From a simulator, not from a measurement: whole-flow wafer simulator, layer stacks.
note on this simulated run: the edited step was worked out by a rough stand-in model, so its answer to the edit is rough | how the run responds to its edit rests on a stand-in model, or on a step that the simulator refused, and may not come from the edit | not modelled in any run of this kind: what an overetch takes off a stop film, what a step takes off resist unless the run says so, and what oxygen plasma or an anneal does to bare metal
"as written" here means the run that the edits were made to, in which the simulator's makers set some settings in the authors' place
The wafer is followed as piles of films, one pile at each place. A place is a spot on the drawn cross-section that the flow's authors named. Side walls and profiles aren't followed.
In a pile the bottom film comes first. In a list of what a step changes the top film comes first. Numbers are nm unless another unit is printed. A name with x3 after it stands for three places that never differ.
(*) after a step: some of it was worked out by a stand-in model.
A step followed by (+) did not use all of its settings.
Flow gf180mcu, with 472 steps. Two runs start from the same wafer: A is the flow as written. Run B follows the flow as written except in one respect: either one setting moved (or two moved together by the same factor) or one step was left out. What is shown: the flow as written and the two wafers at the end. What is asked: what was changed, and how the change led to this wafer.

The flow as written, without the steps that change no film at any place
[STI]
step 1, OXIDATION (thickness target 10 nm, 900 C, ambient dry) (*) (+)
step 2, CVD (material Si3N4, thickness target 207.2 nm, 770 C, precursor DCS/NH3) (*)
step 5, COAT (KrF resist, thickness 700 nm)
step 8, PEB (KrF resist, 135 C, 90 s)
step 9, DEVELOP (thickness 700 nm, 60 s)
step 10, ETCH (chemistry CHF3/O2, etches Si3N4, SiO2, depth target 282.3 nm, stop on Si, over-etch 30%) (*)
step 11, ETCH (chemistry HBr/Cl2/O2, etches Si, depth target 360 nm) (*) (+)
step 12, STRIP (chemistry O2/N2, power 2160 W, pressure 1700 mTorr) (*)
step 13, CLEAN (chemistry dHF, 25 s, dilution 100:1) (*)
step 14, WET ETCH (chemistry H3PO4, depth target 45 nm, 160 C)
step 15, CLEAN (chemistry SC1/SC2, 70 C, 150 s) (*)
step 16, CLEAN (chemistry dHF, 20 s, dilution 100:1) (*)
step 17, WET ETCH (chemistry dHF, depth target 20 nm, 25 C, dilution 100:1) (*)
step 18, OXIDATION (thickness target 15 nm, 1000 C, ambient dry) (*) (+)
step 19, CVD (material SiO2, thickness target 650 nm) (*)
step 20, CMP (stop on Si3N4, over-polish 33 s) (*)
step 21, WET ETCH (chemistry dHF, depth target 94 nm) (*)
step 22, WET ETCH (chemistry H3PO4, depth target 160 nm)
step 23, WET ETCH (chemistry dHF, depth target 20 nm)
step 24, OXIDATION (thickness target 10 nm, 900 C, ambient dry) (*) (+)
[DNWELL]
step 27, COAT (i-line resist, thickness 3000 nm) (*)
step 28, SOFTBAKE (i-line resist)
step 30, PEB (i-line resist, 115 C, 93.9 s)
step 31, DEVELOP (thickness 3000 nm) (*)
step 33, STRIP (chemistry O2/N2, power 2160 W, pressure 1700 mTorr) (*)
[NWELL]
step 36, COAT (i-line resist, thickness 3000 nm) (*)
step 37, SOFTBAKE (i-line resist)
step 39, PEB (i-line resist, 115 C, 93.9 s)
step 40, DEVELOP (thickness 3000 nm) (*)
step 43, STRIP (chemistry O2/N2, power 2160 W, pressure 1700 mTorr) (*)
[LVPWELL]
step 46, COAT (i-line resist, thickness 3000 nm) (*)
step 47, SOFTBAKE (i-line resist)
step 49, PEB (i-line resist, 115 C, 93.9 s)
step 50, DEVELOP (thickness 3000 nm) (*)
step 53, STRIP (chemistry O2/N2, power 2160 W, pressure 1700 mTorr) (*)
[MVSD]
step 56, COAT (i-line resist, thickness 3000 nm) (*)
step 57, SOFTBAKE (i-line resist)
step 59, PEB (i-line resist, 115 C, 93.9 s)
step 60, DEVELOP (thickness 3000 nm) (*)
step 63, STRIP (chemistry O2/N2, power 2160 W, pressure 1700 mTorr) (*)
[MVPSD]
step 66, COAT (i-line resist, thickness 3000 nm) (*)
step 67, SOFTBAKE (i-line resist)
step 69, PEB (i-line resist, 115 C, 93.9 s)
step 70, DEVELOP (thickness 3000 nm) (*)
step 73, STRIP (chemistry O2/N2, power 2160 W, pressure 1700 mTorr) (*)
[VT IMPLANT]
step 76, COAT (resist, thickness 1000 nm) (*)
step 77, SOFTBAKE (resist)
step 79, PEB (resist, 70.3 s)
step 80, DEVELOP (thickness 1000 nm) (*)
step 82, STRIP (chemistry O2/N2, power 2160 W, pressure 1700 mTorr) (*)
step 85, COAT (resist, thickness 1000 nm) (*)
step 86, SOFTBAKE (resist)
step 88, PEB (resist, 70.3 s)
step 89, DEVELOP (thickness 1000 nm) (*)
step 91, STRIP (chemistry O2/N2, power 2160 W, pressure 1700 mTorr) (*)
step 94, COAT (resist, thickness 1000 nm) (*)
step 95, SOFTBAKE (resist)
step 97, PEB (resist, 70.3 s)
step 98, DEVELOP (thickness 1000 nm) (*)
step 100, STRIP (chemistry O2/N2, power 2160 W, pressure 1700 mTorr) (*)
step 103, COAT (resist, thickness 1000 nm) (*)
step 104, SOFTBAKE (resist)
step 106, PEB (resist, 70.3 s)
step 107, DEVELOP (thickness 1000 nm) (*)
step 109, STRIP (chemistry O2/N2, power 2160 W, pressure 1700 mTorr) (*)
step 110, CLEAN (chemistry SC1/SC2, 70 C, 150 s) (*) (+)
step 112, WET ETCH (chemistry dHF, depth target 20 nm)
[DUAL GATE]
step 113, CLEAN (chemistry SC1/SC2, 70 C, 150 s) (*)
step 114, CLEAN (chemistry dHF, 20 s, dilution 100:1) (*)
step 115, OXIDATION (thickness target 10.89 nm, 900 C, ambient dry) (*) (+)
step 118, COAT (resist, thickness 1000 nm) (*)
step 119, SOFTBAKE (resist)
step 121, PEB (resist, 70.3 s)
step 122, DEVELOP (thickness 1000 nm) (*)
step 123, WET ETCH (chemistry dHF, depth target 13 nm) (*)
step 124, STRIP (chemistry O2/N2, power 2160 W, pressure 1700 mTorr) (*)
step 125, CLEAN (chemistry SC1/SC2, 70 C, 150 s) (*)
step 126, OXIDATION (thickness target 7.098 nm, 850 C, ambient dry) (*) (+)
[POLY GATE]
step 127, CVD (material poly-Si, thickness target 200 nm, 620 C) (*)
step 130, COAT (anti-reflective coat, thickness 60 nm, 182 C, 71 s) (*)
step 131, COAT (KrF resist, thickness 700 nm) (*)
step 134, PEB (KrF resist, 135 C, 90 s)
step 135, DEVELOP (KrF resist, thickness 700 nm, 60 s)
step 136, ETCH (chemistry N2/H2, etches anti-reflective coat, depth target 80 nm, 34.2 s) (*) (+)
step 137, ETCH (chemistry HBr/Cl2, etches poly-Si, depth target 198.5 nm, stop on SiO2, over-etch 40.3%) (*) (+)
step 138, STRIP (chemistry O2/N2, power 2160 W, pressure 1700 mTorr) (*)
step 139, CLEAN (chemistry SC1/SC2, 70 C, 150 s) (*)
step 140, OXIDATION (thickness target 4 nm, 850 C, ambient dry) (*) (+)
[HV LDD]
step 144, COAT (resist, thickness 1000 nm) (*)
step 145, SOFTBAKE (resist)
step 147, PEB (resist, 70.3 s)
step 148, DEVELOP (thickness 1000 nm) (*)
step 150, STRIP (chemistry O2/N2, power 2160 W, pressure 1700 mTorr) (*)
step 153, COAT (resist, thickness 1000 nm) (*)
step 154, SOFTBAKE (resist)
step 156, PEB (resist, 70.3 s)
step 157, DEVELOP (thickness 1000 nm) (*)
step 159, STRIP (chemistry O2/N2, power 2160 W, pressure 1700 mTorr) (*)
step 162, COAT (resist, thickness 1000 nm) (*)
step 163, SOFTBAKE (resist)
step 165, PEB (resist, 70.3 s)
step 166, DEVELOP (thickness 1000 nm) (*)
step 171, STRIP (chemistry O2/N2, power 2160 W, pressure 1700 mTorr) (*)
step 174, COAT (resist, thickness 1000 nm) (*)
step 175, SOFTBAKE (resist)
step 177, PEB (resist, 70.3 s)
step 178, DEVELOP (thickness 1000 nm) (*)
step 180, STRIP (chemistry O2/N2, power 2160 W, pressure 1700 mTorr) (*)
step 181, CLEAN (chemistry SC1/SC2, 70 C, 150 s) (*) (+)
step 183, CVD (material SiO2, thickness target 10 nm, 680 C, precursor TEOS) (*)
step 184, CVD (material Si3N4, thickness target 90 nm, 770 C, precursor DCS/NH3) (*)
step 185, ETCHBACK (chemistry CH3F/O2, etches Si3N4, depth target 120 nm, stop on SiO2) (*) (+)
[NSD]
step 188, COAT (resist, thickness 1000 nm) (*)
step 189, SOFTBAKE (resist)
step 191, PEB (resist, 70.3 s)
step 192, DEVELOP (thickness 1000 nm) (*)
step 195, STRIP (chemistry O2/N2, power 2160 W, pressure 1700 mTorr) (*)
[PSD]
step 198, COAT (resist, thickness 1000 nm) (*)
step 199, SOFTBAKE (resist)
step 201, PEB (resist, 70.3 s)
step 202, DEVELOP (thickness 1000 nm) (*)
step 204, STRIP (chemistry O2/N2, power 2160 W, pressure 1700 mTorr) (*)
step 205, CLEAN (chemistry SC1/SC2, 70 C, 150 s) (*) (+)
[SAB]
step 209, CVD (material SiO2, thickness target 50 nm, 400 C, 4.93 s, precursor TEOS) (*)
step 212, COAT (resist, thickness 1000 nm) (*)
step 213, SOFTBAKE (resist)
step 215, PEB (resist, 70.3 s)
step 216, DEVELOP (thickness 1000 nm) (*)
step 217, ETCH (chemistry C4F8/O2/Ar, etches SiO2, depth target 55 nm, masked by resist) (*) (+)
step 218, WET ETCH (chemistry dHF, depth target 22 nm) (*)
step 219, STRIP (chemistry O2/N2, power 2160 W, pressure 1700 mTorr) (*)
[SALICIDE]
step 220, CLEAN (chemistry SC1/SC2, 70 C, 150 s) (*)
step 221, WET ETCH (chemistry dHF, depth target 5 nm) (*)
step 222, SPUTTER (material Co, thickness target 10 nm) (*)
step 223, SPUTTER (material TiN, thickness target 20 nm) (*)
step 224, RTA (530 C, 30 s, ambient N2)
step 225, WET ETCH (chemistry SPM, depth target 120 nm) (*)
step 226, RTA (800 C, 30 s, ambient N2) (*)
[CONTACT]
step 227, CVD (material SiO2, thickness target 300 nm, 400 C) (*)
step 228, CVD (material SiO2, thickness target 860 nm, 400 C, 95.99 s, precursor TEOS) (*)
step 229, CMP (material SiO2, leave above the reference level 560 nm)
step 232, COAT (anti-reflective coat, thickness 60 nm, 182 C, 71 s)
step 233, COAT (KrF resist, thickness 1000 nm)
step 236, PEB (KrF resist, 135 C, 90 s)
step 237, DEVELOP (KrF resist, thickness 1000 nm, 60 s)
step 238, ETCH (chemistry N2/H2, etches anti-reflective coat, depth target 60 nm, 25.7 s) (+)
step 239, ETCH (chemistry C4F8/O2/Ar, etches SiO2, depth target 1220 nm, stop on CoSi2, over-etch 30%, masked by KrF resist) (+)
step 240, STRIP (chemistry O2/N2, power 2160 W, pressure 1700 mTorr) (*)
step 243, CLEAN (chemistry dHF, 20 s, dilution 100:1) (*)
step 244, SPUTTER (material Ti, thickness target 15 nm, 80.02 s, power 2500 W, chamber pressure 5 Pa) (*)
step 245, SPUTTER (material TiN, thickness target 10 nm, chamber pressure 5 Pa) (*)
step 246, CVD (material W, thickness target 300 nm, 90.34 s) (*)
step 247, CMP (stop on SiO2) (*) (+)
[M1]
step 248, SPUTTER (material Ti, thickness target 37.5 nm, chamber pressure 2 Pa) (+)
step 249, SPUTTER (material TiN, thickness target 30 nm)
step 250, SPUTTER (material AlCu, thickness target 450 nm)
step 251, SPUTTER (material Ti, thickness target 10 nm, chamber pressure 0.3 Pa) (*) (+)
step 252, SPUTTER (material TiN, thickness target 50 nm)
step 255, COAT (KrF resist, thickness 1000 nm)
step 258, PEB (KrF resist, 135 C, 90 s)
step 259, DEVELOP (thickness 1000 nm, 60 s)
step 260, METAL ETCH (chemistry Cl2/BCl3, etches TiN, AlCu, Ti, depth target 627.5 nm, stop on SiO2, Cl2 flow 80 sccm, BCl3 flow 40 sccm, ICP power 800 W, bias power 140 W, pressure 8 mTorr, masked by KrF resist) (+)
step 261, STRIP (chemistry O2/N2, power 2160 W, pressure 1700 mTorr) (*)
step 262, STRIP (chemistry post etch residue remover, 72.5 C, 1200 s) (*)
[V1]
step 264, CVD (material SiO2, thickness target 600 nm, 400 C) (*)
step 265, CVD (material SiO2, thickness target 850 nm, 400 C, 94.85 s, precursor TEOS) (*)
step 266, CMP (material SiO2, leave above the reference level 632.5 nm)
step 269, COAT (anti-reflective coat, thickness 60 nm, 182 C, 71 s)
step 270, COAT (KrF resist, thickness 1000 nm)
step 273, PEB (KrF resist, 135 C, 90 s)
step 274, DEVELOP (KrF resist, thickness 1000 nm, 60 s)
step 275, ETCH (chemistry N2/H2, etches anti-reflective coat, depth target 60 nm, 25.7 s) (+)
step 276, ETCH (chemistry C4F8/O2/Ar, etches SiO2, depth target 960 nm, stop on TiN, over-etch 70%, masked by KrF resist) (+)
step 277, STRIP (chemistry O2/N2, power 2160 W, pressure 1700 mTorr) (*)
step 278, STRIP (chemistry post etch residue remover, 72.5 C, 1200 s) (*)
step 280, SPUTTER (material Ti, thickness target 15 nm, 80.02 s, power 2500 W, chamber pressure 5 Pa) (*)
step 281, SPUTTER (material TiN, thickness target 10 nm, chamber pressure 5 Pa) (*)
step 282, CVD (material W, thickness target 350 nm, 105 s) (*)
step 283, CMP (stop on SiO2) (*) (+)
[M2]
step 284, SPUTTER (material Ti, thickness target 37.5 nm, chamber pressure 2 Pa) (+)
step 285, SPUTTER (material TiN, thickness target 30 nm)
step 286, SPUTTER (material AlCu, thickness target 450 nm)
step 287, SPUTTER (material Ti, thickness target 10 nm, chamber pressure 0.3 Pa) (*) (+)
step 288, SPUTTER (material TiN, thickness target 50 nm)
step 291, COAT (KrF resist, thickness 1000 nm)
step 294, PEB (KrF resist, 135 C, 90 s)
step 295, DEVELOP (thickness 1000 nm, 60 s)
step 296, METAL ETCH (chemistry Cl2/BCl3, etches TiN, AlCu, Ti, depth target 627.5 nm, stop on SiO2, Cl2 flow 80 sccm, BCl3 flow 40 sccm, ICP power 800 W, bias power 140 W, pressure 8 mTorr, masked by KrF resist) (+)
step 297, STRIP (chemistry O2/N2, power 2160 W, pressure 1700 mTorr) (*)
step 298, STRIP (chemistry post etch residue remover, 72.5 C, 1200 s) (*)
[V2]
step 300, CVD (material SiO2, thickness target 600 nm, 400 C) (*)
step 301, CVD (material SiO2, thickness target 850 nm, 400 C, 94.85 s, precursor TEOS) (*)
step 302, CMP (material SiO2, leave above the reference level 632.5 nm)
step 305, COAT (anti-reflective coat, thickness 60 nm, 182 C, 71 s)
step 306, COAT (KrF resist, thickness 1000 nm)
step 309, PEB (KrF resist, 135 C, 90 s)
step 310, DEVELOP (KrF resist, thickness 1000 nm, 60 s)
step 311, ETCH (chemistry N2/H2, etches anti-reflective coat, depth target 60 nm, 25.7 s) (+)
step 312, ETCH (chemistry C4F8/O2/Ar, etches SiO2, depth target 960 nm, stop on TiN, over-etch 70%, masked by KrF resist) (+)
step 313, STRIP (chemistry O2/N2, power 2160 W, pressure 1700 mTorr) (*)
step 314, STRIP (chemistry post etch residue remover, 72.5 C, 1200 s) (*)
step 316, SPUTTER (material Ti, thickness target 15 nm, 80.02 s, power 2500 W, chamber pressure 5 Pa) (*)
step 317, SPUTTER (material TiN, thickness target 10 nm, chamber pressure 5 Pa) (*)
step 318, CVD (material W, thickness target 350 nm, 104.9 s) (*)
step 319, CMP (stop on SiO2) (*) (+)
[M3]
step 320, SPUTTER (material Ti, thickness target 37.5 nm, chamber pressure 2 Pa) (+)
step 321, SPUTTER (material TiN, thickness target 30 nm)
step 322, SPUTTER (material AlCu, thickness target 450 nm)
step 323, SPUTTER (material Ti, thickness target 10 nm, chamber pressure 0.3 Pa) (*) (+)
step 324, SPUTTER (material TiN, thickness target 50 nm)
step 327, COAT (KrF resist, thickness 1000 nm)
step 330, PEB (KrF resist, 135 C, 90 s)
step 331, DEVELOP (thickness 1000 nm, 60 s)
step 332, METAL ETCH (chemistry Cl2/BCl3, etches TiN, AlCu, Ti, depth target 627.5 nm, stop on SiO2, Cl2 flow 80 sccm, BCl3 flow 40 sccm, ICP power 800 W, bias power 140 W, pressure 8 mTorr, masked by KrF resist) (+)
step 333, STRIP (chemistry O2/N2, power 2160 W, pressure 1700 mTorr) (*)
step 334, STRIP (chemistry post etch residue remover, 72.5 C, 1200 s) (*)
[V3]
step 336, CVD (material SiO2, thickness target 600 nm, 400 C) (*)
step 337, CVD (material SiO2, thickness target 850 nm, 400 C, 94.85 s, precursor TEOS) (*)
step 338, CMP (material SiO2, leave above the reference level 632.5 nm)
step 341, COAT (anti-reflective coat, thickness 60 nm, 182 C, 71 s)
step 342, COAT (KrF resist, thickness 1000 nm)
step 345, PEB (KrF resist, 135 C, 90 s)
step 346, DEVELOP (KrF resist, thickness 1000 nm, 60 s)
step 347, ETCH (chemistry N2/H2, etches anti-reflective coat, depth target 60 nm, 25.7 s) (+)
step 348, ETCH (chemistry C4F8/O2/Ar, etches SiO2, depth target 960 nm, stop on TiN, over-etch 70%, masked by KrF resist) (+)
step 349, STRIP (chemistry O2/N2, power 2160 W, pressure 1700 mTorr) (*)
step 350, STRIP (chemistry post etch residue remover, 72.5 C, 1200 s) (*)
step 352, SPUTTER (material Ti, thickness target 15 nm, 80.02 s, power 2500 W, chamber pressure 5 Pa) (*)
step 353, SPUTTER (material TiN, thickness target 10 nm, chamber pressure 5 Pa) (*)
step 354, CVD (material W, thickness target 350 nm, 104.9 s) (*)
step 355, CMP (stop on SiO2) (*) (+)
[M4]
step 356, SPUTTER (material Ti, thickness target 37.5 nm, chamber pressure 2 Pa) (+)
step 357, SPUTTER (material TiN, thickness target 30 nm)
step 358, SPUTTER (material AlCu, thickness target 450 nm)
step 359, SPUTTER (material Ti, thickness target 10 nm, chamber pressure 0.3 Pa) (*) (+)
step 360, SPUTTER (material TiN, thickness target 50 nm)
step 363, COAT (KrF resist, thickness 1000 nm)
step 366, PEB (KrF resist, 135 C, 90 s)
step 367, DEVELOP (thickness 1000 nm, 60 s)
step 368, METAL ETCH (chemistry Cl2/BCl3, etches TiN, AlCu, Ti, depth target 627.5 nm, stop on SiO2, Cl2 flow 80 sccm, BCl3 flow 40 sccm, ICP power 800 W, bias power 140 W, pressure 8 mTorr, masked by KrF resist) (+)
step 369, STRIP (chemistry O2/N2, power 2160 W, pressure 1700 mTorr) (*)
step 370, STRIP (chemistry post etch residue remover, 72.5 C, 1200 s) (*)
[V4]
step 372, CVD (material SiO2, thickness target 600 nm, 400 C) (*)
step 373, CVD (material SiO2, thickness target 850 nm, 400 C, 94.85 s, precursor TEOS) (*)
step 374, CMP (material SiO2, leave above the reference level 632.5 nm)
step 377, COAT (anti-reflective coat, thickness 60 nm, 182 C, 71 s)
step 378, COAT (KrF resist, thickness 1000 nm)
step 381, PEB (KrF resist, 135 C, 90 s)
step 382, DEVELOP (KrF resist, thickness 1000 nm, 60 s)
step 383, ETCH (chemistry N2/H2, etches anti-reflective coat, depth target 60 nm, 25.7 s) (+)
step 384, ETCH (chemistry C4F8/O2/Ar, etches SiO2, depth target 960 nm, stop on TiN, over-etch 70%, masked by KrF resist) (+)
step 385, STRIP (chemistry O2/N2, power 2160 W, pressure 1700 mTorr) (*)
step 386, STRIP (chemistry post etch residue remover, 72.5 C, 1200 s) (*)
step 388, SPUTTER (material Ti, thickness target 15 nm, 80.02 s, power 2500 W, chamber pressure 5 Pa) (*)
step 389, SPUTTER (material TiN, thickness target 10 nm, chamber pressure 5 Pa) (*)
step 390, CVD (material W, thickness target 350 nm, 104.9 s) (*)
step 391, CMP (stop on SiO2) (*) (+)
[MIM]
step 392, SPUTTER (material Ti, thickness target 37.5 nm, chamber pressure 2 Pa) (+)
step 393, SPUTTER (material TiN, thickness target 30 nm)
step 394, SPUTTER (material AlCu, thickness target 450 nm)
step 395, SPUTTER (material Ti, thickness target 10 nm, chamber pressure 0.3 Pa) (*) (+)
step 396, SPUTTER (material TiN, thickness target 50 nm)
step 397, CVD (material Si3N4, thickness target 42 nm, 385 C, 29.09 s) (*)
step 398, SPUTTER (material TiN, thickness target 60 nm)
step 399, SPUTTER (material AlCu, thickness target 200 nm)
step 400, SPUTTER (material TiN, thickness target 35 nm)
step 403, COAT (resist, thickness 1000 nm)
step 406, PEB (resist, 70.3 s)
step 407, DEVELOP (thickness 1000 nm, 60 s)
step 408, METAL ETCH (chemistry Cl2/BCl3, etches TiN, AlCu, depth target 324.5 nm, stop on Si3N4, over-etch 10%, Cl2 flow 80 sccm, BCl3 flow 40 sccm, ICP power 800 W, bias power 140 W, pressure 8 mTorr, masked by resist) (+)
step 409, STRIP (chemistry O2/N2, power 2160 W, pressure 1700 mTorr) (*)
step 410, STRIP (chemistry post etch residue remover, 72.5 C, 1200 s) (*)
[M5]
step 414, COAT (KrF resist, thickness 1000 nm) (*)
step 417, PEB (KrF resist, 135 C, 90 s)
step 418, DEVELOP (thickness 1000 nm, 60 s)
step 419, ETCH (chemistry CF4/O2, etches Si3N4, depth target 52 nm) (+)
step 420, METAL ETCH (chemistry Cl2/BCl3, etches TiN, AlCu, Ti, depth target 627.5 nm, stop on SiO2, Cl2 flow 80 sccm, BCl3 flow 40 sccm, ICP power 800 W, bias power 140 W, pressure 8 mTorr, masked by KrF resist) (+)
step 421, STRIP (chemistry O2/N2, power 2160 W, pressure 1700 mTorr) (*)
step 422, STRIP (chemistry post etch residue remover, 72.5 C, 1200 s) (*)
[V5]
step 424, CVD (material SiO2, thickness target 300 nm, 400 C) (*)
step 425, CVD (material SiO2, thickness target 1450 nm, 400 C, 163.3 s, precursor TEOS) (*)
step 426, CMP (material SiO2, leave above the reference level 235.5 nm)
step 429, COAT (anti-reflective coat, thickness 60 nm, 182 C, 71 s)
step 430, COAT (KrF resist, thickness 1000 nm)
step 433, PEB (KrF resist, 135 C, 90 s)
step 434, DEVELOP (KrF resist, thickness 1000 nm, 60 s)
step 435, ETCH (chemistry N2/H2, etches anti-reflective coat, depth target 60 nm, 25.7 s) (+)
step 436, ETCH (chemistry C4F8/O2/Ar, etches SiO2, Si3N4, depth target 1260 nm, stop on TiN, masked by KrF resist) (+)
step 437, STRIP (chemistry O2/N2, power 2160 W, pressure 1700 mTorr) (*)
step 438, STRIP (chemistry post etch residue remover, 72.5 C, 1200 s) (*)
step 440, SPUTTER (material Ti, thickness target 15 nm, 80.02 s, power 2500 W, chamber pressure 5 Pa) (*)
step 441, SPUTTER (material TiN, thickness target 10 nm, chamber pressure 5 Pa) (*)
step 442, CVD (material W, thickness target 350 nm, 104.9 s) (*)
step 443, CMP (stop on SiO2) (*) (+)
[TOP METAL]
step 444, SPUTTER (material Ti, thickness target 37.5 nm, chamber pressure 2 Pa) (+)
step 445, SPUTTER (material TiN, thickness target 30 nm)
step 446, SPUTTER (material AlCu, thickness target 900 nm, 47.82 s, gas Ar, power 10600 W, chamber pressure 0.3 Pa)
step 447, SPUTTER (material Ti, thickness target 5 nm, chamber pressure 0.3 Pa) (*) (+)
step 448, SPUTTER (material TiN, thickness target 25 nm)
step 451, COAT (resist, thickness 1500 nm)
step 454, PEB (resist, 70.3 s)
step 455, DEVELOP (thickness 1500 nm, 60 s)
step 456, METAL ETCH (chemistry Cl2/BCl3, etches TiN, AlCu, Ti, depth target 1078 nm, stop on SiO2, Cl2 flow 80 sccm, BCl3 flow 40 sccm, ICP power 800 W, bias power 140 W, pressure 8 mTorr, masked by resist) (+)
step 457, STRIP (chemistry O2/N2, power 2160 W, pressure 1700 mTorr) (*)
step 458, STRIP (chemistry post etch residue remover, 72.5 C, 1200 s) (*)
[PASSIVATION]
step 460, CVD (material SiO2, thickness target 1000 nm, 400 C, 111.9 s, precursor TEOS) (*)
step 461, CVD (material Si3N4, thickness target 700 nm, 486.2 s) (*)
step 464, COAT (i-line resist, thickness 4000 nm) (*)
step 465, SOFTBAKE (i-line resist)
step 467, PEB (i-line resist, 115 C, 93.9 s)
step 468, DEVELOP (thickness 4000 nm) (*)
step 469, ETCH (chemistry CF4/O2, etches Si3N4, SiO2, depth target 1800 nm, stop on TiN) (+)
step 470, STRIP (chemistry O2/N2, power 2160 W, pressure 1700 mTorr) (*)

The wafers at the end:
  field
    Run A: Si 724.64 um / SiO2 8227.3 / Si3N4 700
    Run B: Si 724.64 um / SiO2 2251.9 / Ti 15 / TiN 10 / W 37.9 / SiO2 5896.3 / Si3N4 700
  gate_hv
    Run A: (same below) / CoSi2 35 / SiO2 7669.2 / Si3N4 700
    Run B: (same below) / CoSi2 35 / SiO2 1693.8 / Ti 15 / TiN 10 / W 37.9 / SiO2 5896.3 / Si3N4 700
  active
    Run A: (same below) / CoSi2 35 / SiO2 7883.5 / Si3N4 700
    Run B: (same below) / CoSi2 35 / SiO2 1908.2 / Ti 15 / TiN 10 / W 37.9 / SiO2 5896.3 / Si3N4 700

What caused this: step 265, CVD: thickness target 446 nm was run, though the flow has thickness target 850 nm; step 265, CVD: 49.8 s was run, where the flow has 94.85 s.

The path from the change to this, step by step:
  step 265, CVD (material SiO2, thickness target 850 nm, 400 C, 94.85 s, precursor TEOS) (*)
      field, field__w1, field__w2 and 108 more: A SiO2 gains 850 | B SiO2 gains 454.9
  step 266, CMP (material SiO2, leave above the reference level 632.5 nm)
      field, field__w1, field__w2 and 99 more: A SiO2 loses 300 | B nothing
      field__w8, contact, m1 and 6 more: A SiO2 loses 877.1 | B SiO2 loses 482
  step 269, COAT (anti-reflective coat, thickness 60 nm, 182 C, 71 s)
      field: A anti-reflective coat gains 60 (new film) | B anti-reflective coat gains 98.2 (new film)
      field__w1: A anti-reflective coat gains 60 (new film) | B anti-reflective coat gains 83.1 (new film)
      (and at 18 other places as well)
  step 270, COAT (KrF resist, thickness 1000 nm)
      m1, m1_nw: A KrF resist gains 1000 (new film) | B KrF resist gains 953.1 (new film)
      n_well: A KrF resist gains 1000 (new film) | B KrF resist gains 977.5 (new film)
      (and at 3 other places as well)
  step 274, DEVELOP (KrF resist, thickness 1000 nm, 60 s)
      contact: A KrF resist loses 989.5 (all of it) | B KrF resist loses 950.3 (all of it)
  step 275, ETCH (chemistry N2/H2, etches anti-reflective coat, depth target 60 nm, 25.7 s) (+)
      contact: A anti-reflective coat loses 60 (all of it), SiO2 loses 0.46 | B anti-reflective coat loses 23.4 (all of it), SiO2 loses 1.4
  step 277, STRIP (chemistry O2/N2, power 2160 W, pressure 1700 mTorr) (*)
      field: A KrF resist loses 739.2 (all of it), anti-reflective coat loses 60 (all of it) | B KrF resist loses 723 (all of it), anti-reflective coat loses 98.2 (all of it)
      field__w1: A KrF resist loses 739.2 (all of it), anti-reflective coat loses 60 (all of it) | B KrF resist loses 720.7 (all of it), anti-reflective coat loses 83.1 (all of it)
      (and at 17 other places as well)
  step 280, SPUTTER (material Ti, thickness target 15 nm, 80.02 s, power 2500 W, chamber pressure 5 Pa) (*)
      contact: A Ti gains 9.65 (new film) | B Ti gains 10.2 (new film)
  step 282, CVD (material W, thickness target 350 nm, 105 s) (*)
      contact: A W gains 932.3 (new film) | B W gains 836.2 (new film)
  step 283, CMP (stop on SiO2) (*) (+)
      field, field__w1, field__w2 and 99 more: A W loses 350 (all of it), TiN loses 10 (all of it), Ti loses 15 (all of it), SiO2 loses 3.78 | B W loses 299.9
      field__w8, m1, m1__w1, polyc_n, polyc_n_rim, polyc_p, polyc_p_rim, m1_nw: A W loses 350 (all of it), TiN loses 10 (all of it), Ti loses 15 (all of it), SiO2 loses 3.78 | B W loses 350 (all of it), TiN loses 10 (all of it), Ti loses 15 (all of it), SiO2 loses 20
      (and at 1 other place as well)
  step 296, METAL ETCH (chemistry Cl2/BCl3, etches TiN, AlCu, Ti, depth target 627.5 nm, stop on SiO2, Cl2 flow 80 sccm, BCl3 flow 40 sccm, ICP power 800 W, bias power 140 W, pressure 8 mTorr, masked by KrF resist) (+)
      field, field__w1, field__w2 and 99 more: A TiN loses 50 (all of it), Ti loses 10 (all of it), AlCu loses 450 (all of it), TiN loses 30 (all of it), Ti loses 37.5 (all of it) | B TiN loses 50 (all of it), Ti loses 10 (all of it), AlCu loses 450 (all of it), TiN loses 30 (all of it), Ti loses 37.5 (all of it), W loses 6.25
  step 298, STRIP (chemistry post etch residue remover, 72.5 C, 1200 s) (*)
      field, field__w1, field__w2 and 99 more: A nothing | B W loses 6.01
  step 300, CVD (material SiO2, thickness target 600 nm, 400 C) (*)
      field, field__w1, field__w2 and 99 more: A SiO2 gains 600 | B SiO2 gains 600 (new film)
  step 302, CMP (material SiO2, leave above the reference level 632.5 nm)
      field, field__w1, field__w2 and 99 more: A SiO2 loses 300 | B SiO2 loses 287.7
If metal films that touch count as one body, field has 1 body; the flow as written gives 0 bodies.
If metal films that touch count as one body, gate_hv has 2 bodies (between them, from the top down: SiO2 1693.8); the flow as written gives 1 body.
If metal films that touch count as one body, active has 2 bodies (between them, from the top down: SiO2 1908.2); the flow as written gives 1 body.
